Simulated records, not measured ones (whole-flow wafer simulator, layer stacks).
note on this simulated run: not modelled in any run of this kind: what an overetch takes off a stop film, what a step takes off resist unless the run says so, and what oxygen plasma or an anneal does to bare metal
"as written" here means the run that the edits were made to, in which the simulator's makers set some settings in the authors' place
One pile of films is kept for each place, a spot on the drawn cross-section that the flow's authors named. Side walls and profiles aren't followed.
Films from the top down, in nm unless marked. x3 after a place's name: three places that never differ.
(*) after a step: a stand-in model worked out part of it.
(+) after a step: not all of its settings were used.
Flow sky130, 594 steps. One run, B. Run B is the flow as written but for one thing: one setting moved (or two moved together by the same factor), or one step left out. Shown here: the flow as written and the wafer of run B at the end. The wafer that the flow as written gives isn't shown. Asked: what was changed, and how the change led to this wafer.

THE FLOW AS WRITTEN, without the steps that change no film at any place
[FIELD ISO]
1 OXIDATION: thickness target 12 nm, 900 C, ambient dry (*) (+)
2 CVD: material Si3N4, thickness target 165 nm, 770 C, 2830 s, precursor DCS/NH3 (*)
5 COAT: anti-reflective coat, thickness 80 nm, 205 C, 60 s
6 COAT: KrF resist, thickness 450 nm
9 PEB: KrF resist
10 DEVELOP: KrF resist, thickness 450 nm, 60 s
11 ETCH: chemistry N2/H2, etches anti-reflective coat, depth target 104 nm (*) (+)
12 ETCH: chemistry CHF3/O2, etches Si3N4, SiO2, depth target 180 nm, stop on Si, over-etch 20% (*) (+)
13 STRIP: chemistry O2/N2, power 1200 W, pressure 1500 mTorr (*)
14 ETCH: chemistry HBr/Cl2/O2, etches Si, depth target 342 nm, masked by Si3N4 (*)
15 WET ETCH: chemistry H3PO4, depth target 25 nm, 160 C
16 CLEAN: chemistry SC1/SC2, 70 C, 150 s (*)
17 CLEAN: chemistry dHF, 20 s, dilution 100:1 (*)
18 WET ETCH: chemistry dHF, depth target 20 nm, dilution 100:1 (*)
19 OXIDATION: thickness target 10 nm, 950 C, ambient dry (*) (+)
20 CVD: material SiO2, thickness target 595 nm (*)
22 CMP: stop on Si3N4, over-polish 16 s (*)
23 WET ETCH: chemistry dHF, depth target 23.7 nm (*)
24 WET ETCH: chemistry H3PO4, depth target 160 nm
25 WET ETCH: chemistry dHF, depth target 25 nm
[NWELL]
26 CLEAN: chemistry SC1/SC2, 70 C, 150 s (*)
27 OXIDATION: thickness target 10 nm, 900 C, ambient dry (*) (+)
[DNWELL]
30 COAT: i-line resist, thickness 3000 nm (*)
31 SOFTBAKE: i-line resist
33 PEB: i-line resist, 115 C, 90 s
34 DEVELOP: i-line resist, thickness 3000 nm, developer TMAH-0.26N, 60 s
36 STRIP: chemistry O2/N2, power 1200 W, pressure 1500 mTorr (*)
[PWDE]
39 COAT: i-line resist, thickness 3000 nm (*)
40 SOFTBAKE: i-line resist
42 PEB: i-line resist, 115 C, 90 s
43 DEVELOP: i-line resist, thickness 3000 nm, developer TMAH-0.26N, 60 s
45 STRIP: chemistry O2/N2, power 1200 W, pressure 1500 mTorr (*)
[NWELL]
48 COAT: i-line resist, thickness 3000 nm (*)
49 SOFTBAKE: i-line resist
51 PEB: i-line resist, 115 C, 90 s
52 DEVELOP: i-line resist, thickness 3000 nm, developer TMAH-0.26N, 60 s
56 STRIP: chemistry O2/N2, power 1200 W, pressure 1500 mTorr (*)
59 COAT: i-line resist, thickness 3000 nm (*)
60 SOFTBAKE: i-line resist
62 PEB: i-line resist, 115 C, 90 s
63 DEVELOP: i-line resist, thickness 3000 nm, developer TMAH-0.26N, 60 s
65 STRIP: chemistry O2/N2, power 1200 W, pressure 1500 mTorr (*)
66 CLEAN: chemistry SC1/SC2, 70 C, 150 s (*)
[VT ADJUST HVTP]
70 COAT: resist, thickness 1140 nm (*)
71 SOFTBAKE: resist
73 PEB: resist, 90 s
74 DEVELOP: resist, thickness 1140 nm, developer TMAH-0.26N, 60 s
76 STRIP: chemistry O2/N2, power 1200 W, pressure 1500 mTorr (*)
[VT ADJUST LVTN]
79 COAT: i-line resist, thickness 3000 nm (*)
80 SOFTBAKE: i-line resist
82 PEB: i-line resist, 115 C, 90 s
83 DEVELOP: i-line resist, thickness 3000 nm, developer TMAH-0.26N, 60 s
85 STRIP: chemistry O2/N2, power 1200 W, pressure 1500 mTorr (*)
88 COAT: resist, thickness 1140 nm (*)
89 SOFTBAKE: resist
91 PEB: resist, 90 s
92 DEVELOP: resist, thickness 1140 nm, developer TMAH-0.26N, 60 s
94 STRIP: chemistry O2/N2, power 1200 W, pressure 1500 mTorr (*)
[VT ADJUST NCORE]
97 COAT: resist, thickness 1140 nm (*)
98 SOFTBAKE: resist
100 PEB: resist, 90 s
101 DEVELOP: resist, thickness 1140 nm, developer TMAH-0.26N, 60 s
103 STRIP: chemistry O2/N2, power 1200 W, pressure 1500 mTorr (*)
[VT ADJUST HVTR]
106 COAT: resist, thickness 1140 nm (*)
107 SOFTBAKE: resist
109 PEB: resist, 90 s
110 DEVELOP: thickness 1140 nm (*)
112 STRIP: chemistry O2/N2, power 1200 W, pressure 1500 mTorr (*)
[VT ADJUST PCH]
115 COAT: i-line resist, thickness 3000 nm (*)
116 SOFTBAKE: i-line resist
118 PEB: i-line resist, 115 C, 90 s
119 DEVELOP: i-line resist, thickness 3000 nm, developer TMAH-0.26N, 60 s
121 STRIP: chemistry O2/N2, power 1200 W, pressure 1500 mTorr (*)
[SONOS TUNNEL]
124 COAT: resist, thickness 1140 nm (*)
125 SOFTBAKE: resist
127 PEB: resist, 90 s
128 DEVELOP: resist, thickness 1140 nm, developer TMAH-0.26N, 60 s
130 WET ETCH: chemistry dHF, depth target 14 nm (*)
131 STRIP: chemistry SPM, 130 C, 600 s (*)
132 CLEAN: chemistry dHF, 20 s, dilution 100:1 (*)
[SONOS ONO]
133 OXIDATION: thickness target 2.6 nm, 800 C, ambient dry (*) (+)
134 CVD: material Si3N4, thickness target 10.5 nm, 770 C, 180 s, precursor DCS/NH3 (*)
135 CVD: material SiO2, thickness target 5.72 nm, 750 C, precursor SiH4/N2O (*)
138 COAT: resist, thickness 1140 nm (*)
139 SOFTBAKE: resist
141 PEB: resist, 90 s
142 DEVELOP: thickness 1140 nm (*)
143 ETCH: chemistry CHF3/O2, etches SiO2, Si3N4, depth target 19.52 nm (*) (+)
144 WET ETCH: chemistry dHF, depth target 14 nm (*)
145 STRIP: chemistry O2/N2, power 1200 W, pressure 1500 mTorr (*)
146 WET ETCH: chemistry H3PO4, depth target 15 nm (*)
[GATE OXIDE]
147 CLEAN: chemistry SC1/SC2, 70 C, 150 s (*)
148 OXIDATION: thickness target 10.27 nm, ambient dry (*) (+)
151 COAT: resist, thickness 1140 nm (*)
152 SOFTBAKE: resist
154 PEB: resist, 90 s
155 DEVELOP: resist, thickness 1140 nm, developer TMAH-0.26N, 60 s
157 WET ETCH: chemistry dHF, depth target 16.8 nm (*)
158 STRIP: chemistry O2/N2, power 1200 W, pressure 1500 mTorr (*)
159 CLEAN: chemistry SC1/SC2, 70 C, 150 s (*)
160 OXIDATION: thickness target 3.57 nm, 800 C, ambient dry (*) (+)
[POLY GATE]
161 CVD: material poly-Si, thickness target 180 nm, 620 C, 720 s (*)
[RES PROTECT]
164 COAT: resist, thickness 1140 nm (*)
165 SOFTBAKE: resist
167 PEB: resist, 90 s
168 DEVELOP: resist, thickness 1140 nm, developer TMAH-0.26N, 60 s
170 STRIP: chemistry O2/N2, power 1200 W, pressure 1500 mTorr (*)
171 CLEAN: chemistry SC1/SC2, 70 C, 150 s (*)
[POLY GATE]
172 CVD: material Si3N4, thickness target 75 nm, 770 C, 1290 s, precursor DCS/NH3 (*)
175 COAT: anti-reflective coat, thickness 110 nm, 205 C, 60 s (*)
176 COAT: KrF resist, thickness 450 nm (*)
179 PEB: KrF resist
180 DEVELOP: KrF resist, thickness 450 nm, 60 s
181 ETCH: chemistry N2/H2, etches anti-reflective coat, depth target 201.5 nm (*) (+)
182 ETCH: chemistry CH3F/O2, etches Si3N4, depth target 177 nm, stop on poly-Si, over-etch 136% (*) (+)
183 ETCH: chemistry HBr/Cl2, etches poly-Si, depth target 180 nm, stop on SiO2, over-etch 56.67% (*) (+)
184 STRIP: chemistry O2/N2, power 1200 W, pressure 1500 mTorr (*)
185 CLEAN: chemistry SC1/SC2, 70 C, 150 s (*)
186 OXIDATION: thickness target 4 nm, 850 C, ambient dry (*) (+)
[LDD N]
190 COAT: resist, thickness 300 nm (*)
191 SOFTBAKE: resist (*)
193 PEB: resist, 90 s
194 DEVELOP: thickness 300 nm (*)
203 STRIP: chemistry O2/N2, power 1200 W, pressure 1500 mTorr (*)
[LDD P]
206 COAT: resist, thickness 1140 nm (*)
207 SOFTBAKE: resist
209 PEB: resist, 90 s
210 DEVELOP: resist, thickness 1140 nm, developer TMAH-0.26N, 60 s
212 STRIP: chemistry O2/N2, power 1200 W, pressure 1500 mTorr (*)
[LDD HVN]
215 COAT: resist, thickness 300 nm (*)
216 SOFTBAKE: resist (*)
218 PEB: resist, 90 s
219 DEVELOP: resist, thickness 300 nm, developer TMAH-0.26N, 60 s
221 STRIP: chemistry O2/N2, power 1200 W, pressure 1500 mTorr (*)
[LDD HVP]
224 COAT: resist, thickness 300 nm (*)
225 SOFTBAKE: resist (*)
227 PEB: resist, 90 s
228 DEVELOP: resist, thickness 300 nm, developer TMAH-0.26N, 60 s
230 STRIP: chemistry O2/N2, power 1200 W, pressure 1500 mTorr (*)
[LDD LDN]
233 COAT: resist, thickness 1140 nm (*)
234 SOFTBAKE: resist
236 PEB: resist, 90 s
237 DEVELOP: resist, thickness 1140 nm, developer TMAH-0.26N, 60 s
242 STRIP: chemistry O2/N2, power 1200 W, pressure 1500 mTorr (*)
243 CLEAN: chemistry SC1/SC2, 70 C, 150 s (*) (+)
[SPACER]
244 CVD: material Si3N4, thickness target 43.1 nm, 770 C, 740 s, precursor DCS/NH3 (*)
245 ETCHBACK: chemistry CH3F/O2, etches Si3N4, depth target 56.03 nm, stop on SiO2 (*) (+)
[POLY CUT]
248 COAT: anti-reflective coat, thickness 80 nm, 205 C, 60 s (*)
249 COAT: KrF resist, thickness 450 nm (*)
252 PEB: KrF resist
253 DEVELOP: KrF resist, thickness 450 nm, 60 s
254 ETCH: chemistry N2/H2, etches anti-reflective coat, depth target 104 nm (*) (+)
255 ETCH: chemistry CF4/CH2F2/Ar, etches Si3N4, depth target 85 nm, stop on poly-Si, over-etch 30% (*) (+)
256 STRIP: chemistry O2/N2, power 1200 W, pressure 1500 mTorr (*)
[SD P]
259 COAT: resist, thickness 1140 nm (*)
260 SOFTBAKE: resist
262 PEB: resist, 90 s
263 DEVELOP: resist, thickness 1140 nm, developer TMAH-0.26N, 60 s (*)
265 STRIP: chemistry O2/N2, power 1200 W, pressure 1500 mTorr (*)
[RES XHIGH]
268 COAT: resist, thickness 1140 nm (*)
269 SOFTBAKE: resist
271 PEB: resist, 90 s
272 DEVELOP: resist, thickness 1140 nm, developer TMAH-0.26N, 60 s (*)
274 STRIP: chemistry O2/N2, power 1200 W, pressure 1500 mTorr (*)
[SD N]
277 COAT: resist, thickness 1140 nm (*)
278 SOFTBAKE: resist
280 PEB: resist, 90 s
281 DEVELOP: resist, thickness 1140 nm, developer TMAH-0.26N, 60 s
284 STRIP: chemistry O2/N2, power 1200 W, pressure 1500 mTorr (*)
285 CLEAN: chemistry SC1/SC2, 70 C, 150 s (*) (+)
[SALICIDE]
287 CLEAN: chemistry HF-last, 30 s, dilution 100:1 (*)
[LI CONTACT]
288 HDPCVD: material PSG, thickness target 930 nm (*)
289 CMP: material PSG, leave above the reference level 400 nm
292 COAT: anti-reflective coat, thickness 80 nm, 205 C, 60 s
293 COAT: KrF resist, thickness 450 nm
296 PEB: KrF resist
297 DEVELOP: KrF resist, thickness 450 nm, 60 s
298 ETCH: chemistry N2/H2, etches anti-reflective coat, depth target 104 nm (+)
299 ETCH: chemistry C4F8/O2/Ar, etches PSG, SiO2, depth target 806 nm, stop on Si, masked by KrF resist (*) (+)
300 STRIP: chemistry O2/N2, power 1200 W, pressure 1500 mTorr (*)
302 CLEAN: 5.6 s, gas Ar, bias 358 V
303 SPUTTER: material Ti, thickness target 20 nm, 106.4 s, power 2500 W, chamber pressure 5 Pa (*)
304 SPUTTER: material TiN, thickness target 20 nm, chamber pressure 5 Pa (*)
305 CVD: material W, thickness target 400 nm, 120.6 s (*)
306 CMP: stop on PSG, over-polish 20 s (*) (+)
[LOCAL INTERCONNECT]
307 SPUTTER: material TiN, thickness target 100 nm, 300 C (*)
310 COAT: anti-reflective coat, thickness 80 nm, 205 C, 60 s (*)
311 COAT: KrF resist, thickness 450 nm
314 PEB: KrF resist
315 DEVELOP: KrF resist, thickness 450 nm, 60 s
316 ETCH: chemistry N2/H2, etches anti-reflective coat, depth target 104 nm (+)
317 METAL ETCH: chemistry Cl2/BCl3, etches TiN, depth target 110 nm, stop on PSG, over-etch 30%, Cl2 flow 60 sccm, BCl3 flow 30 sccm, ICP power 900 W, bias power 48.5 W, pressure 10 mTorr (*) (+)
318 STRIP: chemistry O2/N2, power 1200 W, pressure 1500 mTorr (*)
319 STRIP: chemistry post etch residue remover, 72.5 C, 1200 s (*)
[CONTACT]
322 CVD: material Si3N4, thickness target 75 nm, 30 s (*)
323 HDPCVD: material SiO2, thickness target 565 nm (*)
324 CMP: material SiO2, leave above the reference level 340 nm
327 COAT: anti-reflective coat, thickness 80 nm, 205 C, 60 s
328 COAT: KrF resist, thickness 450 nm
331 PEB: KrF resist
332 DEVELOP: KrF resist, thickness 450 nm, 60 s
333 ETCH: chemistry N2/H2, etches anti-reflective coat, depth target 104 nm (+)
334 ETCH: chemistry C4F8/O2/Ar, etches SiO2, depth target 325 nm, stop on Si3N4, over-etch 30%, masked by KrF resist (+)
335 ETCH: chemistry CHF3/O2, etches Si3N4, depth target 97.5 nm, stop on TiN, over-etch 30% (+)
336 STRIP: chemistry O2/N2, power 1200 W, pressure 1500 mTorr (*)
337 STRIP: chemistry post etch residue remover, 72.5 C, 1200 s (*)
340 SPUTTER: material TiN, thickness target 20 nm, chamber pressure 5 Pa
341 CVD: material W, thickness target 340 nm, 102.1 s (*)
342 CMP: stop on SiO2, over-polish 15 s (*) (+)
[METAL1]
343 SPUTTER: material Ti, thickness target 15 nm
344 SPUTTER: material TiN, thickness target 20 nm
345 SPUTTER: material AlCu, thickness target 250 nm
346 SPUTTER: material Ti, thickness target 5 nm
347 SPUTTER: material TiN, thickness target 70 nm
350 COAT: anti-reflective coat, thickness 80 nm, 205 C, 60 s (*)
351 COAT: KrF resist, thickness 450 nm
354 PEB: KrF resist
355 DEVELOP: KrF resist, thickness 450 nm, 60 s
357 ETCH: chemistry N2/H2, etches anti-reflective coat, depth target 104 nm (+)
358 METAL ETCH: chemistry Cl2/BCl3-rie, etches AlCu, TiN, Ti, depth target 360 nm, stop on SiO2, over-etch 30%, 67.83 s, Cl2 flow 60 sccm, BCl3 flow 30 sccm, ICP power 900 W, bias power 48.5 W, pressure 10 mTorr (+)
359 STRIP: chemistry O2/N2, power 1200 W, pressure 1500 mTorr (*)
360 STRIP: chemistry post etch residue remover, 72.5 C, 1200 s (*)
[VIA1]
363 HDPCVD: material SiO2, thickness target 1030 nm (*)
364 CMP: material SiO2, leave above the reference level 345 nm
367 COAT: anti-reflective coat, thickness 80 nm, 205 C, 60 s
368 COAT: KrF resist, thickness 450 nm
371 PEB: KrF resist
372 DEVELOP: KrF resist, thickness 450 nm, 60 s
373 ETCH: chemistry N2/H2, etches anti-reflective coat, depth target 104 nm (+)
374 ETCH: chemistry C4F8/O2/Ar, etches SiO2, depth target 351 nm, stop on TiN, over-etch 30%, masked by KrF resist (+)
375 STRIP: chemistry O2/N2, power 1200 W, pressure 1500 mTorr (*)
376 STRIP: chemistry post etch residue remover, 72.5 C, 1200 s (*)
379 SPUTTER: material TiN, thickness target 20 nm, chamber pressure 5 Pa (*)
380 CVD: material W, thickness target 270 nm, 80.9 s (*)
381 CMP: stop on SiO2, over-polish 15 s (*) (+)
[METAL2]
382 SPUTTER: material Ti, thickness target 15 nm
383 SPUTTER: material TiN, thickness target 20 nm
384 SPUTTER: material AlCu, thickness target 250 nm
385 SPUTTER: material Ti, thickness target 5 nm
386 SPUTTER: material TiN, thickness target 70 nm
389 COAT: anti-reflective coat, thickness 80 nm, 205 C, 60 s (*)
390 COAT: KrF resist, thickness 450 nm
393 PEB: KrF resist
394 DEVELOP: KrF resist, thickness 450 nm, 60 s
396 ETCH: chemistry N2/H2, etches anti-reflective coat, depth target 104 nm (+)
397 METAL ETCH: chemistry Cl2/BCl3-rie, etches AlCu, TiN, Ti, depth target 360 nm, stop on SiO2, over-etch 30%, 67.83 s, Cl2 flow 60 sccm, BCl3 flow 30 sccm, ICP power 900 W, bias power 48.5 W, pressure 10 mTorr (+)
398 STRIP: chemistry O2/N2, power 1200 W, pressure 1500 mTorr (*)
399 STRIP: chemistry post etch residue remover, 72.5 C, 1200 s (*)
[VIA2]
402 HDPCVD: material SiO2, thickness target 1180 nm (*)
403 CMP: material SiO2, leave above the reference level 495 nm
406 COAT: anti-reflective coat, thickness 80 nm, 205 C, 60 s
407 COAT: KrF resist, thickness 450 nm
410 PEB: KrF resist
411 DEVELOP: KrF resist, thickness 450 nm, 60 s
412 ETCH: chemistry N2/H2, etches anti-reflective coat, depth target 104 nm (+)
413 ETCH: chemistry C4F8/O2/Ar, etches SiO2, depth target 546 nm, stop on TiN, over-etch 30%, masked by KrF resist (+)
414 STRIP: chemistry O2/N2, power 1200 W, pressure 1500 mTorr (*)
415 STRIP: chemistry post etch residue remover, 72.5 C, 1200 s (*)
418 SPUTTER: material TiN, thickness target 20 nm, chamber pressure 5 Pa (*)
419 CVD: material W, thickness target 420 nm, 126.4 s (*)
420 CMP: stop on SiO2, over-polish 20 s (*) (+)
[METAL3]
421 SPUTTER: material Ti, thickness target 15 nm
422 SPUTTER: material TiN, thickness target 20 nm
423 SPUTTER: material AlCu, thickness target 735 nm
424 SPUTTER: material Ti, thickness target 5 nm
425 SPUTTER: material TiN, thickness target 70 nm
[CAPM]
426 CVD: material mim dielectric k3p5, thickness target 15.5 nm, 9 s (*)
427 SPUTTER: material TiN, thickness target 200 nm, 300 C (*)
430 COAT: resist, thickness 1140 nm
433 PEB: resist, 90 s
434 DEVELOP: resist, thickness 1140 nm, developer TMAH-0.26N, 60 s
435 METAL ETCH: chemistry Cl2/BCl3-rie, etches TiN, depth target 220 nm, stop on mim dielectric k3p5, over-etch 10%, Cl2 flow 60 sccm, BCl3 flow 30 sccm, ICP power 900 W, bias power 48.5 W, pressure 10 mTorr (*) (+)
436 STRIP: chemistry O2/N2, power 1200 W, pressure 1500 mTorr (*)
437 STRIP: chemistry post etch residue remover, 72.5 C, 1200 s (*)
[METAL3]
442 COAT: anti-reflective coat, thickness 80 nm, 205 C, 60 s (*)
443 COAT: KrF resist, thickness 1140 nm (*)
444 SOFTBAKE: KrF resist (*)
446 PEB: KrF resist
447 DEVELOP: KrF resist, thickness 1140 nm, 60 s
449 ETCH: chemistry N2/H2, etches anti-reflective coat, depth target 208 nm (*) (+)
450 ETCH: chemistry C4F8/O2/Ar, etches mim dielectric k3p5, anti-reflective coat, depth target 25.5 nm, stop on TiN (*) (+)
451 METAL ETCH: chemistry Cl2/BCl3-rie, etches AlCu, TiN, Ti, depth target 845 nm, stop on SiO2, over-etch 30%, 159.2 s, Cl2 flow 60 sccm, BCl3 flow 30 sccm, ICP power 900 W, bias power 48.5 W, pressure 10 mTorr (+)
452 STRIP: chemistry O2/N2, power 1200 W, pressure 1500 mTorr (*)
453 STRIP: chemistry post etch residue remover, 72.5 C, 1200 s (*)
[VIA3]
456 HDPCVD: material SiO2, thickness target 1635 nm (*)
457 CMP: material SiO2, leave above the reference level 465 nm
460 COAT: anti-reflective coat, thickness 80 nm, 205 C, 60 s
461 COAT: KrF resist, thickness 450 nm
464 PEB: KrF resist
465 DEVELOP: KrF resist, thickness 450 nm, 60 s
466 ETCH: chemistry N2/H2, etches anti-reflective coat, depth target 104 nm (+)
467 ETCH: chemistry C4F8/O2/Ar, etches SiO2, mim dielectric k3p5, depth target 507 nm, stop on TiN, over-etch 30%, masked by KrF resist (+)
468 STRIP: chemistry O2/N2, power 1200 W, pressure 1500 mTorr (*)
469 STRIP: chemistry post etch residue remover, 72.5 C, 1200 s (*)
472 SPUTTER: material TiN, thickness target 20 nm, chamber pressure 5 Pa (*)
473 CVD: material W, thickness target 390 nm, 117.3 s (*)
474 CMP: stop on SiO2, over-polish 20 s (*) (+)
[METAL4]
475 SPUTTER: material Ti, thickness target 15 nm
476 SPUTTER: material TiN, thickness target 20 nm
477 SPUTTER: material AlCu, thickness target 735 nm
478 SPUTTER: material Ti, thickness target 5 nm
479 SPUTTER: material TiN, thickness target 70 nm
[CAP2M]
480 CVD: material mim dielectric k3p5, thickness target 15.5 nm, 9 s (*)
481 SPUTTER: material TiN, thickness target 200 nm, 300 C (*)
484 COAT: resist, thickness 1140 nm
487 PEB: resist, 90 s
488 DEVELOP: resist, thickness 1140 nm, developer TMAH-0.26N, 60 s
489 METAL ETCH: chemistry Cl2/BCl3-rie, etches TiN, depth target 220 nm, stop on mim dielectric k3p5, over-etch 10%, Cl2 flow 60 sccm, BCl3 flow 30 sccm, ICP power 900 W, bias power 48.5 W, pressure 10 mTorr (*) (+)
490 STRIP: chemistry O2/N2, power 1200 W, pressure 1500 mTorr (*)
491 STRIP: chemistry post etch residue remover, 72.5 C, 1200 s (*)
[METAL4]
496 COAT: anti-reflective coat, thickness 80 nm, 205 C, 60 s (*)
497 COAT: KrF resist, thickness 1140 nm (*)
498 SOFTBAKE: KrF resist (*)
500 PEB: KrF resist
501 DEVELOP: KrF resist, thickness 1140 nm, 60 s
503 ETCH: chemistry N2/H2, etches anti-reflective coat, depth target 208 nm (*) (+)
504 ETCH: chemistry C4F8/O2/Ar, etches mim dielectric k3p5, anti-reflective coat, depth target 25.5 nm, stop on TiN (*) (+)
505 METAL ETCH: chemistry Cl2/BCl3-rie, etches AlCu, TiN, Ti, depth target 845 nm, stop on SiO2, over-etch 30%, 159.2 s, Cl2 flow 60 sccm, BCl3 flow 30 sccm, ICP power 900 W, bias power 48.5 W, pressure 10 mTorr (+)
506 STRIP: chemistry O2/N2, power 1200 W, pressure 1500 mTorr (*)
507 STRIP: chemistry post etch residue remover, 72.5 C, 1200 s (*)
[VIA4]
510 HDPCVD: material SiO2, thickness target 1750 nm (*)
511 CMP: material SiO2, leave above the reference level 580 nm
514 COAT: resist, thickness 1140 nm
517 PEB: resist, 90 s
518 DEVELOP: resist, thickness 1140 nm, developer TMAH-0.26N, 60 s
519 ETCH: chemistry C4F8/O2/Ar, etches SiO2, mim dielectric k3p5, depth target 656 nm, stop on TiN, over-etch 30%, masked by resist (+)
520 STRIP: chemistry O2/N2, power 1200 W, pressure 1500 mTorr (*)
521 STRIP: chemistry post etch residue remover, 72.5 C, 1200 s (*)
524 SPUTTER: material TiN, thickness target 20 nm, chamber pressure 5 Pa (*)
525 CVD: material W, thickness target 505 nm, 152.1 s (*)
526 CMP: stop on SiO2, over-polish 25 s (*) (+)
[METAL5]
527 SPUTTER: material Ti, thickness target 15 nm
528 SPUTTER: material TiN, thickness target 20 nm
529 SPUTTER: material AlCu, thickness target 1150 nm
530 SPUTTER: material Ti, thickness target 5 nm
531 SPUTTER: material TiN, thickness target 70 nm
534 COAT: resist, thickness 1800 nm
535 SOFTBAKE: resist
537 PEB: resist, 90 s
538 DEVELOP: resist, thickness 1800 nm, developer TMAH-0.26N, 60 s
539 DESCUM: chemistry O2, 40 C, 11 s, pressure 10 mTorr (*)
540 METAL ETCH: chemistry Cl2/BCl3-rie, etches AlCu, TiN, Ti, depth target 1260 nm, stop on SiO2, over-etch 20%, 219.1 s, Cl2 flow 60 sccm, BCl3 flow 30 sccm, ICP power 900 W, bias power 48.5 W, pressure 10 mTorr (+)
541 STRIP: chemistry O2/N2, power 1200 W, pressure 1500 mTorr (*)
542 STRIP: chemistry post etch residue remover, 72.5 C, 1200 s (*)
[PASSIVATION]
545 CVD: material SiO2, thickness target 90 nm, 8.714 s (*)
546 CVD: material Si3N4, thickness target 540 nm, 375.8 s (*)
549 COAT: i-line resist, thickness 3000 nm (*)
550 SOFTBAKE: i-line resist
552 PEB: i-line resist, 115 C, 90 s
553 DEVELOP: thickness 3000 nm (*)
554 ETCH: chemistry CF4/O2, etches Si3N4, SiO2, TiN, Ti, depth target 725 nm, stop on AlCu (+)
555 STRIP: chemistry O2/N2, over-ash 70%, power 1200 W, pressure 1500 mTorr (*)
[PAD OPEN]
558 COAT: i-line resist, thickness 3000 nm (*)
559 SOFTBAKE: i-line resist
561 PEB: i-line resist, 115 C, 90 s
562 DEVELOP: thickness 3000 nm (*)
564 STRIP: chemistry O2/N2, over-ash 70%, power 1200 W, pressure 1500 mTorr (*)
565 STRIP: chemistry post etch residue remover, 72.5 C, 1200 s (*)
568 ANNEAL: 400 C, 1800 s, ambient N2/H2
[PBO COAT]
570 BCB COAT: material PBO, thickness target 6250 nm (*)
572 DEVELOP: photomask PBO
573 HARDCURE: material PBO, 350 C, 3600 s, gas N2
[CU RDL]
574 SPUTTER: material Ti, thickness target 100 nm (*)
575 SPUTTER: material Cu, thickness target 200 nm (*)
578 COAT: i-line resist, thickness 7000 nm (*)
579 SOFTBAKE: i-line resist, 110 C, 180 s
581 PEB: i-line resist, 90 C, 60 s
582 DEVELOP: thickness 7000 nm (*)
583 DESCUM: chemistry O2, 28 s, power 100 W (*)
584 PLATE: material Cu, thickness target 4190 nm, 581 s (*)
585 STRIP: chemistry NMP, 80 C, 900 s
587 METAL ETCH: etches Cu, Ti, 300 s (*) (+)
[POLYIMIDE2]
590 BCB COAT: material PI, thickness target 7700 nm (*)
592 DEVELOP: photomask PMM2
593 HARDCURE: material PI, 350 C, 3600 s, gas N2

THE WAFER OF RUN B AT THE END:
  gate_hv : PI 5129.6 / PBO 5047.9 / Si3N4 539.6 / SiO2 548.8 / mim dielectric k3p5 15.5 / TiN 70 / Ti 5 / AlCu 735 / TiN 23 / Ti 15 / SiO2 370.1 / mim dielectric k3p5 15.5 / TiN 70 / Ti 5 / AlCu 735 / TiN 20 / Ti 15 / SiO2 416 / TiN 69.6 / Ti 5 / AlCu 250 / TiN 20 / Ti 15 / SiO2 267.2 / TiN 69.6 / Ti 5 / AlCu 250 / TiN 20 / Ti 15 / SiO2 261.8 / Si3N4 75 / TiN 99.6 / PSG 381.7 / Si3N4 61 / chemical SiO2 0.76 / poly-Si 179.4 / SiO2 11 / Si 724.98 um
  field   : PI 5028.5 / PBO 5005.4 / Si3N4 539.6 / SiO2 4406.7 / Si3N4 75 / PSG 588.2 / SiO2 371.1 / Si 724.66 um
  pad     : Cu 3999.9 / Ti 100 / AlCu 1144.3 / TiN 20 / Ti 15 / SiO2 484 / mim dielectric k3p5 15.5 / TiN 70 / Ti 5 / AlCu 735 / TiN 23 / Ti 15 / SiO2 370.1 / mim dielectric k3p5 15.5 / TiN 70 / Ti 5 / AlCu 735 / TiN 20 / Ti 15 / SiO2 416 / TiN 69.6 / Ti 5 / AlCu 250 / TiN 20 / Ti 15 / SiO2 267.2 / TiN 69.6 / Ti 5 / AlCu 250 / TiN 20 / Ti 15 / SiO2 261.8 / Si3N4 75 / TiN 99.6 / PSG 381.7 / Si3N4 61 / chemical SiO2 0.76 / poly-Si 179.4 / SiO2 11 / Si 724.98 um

The cause: step 476, SPUTTER: thickness target 23 nm was run, where the flow has thickness target 20 nm.
It can be read off the wafer: gate_hv has TiN 23, and step 476 as written asks for 20 nm.

How the change led to this, step by step:
  476 SPUTTER: material TiN, thickness target 20 nm
      field, active, n_well and 189 more: TiN +23 (new film) (as written it would be: TiN +20 (new film))
  505 METAL ETCH: chemistry Cl2/BCl3-rie, etches AlCu, TiN, Ti, depth target 845 nm, stop on SiO2, over-etch 30%, 159.2 s, Cl2 flow 60 sccm, BCl3 flow 30 sccm, ICP power 900 W, bias power 48.5 W, pressure 10 mTorr (+)
      field, active, gate and 70 more: TiN -70 (all of it), Ti -5 (all of it), AlCu -735 (all of it), TiN -23 (all of it), Ti -15 (all of it), SiO2 -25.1 (as written it would be: TiN -70 (all of it), Ti -5 (all of it), AlCu -735 (all of it), TiN -20 (all of it), Ti -15 (all of it), SiO2 -25.4)
      vpp_iso1, mim_edge_plate, m1_ln and 11 more: TiN -70 (all of it), Ti -5 (all of it), AlCu -735 (all of it), TiN -23 (all of it), Ti -15 (all of it), SiO2 -25.1 (as written it would be: TiN -70 (all of it), Ti -5 (all of it), AlCu -735 (all of it), TiN -20 (all of it), Ti -15 (all of it), SiO2 -25.3)
      (and at 1 more place)
